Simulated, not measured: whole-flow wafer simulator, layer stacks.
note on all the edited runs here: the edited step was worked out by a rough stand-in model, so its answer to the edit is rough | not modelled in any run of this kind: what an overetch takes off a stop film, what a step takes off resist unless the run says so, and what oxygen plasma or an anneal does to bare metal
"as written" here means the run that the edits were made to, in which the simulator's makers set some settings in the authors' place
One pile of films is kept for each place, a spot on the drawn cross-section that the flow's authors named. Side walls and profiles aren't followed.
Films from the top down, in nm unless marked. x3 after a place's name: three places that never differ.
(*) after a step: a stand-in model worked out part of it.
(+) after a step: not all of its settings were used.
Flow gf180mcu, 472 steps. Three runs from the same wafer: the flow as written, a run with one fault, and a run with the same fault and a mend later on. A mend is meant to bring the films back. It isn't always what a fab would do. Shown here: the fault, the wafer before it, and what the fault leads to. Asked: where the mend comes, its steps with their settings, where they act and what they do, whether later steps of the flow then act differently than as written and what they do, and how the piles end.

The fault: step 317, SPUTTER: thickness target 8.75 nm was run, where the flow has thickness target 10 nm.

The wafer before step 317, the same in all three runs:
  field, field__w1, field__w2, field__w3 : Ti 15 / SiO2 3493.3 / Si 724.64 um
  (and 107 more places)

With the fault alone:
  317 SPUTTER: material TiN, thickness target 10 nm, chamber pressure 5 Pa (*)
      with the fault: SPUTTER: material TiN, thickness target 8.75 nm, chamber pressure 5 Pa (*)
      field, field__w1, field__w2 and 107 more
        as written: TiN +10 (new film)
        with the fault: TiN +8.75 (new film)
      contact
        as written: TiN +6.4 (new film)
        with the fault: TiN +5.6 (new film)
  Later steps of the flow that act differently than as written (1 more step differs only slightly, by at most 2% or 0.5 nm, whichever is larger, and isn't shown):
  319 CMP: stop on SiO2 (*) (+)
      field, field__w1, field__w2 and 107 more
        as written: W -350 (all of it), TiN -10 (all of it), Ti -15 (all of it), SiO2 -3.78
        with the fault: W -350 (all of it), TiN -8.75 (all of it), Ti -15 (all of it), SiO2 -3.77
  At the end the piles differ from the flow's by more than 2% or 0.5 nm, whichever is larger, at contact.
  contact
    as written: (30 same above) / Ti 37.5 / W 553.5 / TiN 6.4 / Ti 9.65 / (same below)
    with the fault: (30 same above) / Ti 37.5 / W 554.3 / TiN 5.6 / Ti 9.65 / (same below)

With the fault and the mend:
  The mend comes after step 317.
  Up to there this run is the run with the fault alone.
  317a SPUTTER: material TiN, thickness target 1.25 nm, chamber pressure 5 Pa (*) (the flow's step 317 once more, with other settings)
      field, field__w1, field__w2 and 107 more
        TiN +1.25
      contact
        TiN +0.8
  No later step of the flow acts differently than as written at any place that is followed.
  At the end the piles are the same as the flow's at every place that both follow.
